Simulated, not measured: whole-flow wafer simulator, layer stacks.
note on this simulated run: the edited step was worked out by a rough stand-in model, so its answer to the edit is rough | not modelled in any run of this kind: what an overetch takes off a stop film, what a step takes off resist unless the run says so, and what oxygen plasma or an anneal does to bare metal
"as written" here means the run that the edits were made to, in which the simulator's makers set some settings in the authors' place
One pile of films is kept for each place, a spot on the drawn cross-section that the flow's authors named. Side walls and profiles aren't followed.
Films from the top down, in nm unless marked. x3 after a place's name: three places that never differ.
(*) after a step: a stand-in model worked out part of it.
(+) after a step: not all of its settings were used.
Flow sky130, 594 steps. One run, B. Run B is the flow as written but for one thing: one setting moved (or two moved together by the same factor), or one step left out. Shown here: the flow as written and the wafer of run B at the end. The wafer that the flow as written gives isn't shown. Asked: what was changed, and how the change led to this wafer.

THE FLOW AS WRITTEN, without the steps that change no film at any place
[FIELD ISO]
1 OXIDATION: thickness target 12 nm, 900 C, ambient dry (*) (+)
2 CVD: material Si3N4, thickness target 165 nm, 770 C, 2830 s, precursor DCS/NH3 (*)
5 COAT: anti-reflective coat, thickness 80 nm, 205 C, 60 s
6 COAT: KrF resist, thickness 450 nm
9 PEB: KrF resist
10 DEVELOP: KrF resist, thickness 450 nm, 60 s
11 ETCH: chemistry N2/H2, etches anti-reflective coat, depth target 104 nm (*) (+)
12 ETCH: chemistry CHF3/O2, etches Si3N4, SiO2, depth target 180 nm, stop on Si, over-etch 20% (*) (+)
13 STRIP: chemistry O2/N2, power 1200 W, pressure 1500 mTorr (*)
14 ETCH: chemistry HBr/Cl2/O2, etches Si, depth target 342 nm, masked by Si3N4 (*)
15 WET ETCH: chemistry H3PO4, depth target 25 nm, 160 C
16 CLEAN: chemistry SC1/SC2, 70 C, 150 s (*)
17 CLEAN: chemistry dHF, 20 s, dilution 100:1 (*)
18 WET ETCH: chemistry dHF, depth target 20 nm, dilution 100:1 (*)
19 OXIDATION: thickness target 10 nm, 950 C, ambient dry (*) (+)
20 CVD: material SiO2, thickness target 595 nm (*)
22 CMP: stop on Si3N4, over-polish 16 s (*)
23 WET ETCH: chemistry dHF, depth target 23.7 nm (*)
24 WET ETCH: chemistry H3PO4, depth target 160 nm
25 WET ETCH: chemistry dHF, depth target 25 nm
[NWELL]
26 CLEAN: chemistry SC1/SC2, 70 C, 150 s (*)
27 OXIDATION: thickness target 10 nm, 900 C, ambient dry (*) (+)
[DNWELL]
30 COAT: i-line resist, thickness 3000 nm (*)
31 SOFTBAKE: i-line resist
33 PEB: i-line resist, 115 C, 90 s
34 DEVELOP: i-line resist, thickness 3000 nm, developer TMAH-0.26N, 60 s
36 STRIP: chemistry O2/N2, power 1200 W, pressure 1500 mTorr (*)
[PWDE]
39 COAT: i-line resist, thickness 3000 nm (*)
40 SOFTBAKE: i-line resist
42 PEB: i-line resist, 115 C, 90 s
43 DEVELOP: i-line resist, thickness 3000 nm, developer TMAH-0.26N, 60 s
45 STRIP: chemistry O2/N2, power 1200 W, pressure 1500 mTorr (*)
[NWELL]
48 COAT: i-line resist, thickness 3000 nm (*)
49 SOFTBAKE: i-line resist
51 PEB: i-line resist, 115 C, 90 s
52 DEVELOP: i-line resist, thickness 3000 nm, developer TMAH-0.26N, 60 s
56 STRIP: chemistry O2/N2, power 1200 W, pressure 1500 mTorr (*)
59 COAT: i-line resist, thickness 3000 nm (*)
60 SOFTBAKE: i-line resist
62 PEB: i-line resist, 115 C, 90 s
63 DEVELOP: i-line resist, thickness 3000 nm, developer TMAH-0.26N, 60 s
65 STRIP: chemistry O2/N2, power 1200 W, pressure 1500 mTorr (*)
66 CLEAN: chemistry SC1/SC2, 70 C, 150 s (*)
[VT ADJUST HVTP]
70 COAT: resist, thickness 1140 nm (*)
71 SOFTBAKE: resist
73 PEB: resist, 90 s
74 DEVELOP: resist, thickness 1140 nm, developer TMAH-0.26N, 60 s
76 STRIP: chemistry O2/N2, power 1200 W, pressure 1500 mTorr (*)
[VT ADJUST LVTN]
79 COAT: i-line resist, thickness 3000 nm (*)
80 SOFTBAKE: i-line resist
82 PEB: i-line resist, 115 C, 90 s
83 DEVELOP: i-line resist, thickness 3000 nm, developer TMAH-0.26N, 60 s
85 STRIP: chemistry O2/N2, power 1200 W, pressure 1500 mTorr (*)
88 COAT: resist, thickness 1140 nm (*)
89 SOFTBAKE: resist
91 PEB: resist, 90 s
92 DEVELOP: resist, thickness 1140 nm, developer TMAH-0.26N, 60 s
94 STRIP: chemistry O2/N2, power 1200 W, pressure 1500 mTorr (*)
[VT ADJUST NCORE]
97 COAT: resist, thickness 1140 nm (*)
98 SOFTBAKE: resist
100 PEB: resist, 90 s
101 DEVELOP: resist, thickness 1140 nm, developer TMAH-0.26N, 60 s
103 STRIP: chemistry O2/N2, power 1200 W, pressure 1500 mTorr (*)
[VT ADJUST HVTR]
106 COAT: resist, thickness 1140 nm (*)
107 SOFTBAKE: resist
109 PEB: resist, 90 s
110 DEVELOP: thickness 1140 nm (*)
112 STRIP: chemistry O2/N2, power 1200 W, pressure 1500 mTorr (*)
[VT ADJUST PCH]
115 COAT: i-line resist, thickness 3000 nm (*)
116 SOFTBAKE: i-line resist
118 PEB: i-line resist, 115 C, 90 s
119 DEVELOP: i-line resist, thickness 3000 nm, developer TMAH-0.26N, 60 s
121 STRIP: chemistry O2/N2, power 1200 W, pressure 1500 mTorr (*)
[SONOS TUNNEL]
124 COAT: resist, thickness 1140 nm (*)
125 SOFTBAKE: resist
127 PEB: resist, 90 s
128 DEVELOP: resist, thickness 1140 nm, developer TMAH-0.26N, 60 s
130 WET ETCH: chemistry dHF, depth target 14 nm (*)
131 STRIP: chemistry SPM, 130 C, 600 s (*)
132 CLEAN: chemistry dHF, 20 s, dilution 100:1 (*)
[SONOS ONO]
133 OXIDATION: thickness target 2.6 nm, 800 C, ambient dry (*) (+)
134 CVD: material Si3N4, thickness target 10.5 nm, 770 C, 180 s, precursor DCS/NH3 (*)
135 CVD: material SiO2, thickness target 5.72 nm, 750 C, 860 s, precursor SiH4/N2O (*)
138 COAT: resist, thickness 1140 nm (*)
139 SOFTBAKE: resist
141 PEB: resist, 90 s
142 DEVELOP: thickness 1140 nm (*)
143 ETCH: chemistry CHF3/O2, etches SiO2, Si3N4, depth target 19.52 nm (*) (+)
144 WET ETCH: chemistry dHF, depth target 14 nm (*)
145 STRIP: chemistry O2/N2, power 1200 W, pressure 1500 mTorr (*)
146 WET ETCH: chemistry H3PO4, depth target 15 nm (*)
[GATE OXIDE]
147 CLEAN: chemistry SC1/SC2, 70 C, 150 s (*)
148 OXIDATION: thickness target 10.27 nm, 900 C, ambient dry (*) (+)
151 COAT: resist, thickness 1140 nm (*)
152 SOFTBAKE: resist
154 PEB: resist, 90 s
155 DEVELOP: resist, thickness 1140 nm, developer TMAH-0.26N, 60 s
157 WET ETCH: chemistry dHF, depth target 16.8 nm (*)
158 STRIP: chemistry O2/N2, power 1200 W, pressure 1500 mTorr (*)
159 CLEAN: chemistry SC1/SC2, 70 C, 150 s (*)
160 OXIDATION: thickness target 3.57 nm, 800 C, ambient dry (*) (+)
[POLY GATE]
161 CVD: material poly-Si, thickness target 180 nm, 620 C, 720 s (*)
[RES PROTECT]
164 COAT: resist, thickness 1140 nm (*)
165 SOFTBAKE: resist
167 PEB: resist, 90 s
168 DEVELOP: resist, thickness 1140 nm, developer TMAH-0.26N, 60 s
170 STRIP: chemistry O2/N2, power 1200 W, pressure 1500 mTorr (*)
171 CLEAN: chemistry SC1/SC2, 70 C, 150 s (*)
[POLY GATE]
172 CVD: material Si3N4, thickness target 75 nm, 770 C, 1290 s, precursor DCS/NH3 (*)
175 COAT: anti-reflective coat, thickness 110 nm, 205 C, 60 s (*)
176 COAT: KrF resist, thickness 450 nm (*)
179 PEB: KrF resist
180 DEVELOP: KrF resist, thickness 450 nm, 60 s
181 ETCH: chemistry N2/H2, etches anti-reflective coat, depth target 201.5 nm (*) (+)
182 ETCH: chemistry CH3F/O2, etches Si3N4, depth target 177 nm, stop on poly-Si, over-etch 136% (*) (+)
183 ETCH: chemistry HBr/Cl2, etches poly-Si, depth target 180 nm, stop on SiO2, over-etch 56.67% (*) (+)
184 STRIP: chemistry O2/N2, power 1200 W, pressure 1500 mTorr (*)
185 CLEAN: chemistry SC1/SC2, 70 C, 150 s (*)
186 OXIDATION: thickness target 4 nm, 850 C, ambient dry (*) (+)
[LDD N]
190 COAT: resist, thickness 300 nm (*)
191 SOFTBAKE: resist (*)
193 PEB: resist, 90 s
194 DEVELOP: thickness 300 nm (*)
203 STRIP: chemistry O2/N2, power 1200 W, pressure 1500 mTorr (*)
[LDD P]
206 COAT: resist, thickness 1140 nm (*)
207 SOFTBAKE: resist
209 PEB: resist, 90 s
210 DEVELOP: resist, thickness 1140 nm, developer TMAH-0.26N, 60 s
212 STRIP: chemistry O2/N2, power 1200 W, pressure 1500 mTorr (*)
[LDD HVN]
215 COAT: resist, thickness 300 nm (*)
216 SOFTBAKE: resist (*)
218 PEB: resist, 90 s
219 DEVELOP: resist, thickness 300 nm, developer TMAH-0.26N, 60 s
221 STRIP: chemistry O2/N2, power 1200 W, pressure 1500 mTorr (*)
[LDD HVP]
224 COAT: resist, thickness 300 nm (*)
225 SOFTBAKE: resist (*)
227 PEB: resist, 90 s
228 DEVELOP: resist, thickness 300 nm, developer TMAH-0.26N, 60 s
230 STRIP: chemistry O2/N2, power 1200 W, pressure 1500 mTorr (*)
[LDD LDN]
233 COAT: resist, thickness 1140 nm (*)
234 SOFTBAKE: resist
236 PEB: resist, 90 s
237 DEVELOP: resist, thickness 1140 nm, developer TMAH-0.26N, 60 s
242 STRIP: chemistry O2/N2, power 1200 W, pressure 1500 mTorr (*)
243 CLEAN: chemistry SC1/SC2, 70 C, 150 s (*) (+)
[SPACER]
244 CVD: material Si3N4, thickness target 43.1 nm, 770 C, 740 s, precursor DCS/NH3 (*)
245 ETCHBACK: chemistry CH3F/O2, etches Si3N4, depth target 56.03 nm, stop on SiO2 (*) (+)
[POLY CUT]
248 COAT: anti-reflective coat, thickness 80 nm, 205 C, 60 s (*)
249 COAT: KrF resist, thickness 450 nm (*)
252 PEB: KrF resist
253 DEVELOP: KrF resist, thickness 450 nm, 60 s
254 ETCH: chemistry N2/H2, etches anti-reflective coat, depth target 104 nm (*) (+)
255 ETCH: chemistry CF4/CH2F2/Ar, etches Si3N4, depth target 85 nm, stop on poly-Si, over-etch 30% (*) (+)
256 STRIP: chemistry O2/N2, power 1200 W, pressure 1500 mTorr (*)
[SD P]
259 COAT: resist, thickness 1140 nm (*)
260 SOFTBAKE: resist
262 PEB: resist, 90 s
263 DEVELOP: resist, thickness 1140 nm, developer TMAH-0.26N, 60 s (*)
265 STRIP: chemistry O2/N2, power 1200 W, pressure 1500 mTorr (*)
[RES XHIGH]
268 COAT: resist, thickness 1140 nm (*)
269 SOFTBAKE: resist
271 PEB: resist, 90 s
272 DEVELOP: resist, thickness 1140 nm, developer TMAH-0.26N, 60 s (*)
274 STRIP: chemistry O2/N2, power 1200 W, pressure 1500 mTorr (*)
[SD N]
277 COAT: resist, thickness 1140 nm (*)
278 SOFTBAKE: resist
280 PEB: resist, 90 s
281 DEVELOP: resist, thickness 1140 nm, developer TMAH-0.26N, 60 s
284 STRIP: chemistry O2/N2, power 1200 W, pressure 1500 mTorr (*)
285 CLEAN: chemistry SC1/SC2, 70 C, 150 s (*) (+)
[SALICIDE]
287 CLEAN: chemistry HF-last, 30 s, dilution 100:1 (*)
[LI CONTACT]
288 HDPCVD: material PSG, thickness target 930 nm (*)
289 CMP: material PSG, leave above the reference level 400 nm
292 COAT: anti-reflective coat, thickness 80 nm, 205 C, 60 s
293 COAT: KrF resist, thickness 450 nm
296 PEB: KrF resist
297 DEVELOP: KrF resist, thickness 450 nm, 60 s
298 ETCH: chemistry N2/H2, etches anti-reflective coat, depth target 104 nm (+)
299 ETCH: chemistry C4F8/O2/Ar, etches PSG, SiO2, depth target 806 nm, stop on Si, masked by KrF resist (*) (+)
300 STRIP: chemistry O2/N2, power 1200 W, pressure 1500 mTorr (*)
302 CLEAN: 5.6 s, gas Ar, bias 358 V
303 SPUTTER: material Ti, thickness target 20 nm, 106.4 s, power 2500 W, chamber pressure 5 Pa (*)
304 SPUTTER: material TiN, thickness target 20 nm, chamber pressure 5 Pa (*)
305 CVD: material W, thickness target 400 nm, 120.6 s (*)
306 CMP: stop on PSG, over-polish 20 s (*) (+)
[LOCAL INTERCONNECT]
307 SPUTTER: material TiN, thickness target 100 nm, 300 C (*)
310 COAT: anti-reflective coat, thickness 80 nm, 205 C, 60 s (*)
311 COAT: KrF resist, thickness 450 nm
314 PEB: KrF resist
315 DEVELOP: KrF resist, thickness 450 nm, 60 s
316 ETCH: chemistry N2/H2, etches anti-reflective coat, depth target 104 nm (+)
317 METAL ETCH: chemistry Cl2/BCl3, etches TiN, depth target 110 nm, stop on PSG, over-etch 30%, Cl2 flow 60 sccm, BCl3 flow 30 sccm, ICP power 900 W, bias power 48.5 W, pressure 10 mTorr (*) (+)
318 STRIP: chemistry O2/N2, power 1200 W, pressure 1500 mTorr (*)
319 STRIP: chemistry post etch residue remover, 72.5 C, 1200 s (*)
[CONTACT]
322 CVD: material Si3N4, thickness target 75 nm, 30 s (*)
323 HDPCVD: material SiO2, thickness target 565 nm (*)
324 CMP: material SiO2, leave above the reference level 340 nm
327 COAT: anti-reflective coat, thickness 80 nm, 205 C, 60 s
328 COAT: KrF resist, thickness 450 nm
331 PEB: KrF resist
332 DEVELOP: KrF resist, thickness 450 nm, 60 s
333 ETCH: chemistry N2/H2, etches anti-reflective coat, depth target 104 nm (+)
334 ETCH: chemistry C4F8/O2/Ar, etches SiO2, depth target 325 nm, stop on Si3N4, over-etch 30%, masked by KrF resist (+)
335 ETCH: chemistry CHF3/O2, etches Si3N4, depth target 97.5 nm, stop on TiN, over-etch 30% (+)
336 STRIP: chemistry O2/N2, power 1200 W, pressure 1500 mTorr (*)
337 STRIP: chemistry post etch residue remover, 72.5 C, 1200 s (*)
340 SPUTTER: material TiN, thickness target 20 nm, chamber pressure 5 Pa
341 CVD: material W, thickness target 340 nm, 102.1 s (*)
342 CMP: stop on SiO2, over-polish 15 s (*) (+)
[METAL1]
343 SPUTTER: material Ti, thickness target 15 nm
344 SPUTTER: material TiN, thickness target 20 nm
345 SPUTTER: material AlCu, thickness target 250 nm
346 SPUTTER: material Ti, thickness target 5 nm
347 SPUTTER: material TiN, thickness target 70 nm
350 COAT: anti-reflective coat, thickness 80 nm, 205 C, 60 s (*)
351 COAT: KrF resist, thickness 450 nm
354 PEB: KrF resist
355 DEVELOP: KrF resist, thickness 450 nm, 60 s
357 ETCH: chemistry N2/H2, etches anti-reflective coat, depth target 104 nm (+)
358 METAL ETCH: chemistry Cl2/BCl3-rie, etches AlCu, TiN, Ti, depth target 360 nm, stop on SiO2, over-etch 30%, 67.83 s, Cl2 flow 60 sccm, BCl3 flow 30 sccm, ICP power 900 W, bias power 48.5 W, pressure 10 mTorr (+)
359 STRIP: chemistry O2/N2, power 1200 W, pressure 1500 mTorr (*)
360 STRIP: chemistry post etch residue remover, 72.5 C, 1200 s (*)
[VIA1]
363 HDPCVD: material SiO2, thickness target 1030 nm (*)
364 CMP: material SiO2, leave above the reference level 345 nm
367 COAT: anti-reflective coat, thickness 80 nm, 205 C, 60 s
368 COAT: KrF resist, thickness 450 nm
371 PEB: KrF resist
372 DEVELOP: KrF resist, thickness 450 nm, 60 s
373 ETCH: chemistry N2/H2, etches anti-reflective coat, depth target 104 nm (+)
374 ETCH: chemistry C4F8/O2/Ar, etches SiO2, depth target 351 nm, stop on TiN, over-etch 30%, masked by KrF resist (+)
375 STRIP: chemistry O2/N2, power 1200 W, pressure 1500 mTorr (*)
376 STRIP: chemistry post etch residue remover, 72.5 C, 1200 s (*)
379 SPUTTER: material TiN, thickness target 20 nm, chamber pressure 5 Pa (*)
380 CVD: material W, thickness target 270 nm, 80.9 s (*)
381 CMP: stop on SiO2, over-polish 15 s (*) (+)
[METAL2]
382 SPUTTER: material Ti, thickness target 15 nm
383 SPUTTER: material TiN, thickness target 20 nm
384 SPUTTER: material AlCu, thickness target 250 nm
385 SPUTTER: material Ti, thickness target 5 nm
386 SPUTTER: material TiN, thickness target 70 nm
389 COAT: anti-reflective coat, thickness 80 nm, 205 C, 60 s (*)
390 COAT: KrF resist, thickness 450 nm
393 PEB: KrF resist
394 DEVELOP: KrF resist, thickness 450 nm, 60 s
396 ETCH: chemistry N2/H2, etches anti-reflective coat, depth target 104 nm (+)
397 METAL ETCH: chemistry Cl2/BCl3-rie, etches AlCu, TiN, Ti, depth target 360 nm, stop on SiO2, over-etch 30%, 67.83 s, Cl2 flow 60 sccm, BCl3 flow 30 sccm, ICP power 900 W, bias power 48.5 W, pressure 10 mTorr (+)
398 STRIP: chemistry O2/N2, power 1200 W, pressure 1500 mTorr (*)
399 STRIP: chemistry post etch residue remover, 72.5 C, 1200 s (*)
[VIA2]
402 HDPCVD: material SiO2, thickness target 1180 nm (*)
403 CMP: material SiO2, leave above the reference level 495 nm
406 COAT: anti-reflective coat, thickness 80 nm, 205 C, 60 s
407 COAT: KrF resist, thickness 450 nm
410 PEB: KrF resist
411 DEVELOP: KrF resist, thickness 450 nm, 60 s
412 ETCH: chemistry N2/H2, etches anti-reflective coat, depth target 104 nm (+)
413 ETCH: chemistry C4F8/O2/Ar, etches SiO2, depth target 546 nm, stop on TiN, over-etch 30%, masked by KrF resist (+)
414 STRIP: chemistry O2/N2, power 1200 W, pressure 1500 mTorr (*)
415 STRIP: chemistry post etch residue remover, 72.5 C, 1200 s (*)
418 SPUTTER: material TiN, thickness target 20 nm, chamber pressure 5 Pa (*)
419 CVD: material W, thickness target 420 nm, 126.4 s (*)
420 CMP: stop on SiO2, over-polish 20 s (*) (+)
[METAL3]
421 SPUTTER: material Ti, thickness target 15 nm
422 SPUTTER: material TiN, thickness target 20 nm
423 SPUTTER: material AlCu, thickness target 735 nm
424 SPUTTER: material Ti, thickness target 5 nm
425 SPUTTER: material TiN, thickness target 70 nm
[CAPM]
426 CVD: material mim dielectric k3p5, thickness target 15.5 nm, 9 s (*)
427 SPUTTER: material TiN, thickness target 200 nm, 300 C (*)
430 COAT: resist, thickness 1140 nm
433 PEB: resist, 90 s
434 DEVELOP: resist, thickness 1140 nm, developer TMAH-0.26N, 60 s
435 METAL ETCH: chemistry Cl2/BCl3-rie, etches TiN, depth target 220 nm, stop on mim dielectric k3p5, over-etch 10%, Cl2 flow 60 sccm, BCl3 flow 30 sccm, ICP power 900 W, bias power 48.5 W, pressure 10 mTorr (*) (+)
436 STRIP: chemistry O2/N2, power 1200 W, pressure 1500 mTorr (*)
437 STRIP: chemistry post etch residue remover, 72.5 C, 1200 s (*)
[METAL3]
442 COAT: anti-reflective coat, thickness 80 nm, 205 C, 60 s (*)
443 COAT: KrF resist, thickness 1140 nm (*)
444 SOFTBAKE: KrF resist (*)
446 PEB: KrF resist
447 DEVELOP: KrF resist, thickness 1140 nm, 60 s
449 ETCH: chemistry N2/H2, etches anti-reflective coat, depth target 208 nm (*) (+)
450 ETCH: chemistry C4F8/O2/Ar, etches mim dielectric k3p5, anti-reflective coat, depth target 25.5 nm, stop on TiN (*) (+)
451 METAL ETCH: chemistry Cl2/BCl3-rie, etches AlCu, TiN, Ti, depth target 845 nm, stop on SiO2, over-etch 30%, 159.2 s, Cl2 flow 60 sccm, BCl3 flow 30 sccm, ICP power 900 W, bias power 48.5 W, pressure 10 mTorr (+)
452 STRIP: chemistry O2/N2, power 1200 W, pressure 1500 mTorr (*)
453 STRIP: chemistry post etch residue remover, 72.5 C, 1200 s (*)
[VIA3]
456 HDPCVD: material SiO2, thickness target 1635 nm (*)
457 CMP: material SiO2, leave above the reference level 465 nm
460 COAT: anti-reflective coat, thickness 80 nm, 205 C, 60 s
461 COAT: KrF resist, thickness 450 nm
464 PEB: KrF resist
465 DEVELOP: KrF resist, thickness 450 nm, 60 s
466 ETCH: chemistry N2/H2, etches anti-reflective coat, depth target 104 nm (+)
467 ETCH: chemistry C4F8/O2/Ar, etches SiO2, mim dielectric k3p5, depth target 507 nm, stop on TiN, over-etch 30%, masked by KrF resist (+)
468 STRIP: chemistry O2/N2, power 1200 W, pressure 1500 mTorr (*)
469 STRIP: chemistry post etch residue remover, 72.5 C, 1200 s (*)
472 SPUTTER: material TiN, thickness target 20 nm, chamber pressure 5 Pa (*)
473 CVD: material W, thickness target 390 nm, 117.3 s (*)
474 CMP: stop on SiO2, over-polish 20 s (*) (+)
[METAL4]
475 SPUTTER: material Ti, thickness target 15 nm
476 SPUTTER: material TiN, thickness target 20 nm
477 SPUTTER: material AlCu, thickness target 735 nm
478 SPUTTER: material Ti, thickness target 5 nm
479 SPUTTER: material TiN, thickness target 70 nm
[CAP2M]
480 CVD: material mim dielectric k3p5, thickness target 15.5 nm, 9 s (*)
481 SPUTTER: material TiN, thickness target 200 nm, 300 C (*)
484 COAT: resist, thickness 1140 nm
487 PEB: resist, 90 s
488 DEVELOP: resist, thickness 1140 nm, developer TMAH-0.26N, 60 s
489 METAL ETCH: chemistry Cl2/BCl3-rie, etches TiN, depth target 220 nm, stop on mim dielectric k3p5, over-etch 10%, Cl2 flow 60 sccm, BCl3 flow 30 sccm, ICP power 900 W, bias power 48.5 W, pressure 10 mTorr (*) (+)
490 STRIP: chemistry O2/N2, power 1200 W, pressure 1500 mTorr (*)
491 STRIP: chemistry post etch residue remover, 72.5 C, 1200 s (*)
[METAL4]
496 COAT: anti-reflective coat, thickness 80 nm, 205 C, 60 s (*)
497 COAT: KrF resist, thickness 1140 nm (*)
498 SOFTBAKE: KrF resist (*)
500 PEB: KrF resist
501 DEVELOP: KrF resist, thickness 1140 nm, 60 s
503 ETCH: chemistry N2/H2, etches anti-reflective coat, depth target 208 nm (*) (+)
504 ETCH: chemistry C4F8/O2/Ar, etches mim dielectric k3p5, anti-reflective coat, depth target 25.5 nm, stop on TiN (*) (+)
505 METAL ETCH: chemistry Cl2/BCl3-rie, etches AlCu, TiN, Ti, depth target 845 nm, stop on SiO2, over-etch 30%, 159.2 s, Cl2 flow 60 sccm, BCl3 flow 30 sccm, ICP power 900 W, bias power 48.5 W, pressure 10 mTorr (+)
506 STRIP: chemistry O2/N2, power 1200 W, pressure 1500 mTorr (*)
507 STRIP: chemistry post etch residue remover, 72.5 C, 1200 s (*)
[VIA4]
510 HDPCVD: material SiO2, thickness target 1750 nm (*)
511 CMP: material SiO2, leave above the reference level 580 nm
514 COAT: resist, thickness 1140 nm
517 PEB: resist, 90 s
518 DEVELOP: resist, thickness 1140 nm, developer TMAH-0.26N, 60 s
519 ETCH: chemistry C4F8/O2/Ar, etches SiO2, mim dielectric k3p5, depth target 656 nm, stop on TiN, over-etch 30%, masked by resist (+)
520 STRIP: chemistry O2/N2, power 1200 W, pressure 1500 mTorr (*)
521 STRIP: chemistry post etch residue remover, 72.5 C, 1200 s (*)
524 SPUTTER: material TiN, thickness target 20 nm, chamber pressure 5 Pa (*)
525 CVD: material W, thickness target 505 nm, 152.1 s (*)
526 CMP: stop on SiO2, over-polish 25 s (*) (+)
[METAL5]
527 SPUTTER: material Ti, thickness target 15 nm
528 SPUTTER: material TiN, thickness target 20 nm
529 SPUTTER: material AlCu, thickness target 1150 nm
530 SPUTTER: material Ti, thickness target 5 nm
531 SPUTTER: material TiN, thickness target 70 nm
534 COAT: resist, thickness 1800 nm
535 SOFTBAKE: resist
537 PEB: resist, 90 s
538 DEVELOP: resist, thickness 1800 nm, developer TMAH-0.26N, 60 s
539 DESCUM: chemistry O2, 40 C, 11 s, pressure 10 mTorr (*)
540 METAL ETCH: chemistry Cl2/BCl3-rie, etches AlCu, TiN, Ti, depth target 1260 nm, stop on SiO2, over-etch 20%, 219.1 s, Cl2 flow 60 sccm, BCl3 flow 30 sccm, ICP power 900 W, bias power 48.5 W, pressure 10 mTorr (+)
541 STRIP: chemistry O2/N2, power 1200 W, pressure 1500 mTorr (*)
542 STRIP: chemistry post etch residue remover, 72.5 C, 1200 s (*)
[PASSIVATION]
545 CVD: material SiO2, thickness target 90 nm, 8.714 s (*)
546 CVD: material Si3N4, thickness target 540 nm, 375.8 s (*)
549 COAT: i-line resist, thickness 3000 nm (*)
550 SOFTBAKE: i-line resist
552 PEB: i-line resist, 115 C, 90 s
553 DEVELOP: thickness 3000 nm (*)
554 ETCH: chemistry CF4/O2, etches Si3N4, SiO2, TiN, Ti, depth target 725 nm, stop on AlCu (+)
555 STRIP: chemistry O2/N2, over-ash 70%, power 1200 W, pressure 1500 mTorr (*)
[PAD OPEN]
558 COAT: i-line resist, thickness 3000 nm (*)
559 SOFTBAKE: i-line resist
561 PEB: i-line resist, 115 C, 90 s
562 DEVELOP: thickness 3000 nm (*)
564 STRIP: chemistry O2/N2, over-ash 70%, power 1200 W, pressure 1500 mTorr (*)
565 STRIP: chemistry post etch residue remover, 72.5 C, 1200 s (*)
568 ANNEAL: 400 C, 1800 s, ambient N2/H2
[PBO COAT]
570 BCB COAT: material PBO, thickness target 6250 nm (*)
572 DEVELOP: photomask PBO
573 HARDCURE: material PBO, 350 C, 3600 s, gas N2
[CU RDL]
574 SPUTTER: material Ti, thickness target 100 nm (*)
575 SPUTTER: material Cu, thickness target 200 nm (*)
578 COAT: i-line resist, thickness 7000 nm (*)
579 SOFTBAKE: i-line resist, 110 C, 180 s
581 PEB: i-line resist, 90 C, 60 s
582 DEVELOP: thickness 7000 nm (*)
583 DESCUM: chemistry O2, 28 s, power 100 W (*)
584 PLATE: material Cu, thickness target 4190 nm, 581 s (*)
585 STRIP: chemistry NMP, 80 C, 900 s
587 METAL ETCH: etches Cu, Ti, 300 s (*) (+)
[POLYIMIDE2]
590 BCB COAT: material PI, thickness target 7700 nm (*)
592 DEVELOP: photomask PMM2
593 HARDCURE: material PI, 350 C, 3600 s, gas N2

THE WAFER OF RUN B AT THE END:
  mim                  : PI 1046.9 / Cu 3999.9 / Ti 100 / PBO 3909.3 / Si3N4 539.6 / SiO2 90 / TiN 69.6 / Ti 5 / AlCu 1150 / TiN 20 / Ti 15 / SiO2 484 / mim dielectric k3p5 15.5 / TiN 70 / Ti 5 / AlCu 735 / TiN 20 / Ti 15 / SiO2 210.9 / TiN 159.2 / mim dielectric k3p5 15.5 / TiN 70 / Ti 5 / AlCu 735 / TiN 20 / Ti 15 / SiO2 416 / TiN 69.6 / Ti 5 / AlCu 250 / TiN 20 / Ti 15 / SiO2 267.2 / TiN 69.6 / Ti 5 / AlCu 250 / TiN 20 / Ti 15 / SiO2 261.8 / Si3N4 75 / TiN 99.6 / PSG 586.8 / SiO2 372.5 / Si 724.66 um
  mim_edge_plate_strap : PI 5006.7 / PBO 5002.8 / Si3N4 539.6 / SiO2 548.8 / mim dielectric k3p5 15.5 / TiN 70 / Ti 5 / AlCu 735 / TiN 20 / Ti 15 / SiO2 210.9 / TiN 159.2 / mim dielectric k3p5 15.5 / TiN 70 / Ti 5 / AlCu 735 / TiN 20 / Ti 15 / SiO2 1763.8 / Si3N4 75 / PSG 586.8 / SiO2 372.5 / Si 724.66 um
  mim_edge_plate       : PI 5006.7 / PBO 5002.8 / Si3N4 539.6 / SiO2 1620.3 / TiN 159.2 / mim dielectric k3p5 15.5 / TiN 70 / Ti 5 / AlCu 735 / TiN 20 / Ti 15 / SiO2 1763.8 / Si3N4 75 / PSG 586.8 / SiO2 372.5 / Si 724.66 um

The cause: step 427, SPUTTER: thickness target 160 nm was run, where the flow has thickness target 200 nm.

How the change led to this, step by step:
  427 SPUTTER: material TiN, thickness target 200 nm, 300 C (*)
      field, active, n_well and 188 more: TiN +160 (new film) (as written it would be: TiN +200 (new film))
  435 METAL ETCH: chemistry Cl2/BCl3-rie, etches TiN, depth target 220 nm, stop on mim dielectric k3p5, over-etch 10%, Cl2 flow 60 sccm, BCl3 flow 30 sccm, ICP power 900 W, bias power 48.5 W, pressure 10 mTorr (*) (+)
      field, active, n_well and 185 more: TiN -160 (all of it) (as written it would be: TiN -200 (all of it))
      mim, mim_edge_plate_strap, mim_edge_plate: resist -117.3 (as written it would be: resist -146.7)
  436 STRIP: chemistry O2/N2, power 1200 W, pressure 1500 mTorr (*)
      mim, mim_edge_plate_strap, mim_edge_plate: resist -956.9 (all of it) (as written it would be: resist -927.6 (all of it))
  442 COAT: anti-reflective coat, thickness 80 nm, 205 C, 60 s (*)
      poly_licon, rpo_hd_licon: anti-reflective coat +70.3 (new film) (as written it would be: anti-reflective coat +58.9 (new film))
      mim: anti-reflective coat +30.3 (new film) (as written it would be: anti-reflective coat +38 (new film))
      (and at 5 more places)
  443 COAT: KrF resist, thickness 1140 nm (*)
      mim_edge_plate_strap, mim_edge_plate: KrF resist +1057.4 (new film) (as written it would be: KrF resist +1017.4 (new film))
      mim: KrF resist +1062.9 (new film) (as written it would be: KrF resist +1027.5 (new film))
  449 ETCH: chemistry N2/H2, etches anti-reflective coat, depth target 208 nm (*) (+)
      poly_licon, rpo_hd_licon: anti-reflective coat -70.3 (all of it) (as written it would be: anti-reflective coat -58.9 (all of it))
      rpo_hd: anti-reflective coat -68.5 (all of it) (as written it would be: anti-reflective coat -61.7 (all of it))
      (and at 2 more places)
  452 STRIP: chemistry O2/N2, power 1200 W, pressure 1500 mTorr (*)
      mim_edge_plate_strap, mim_edge_plate: KrF resist -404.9 (all of it), anti-reflective coat -3 (all of it) (as written it would be: KrF resist -365.2 (all of it), anti-reflective coat -3 (all of it))
      mim: KrF resist -410.4 (all of it), anti-reflective coat -30.3 (all of it) (as written it would be: KrF resist -375.2 (all of it), anti-reflective coat -38 (all of it))
      (and at 2 more places)
  457 CMP: material SiO2, leave above the reference level 465 nm
      mim, mim_edge_plate_strap, mim_edge_plate: SiO2 -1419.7 (as written it would be: SiO2 -1459.7)
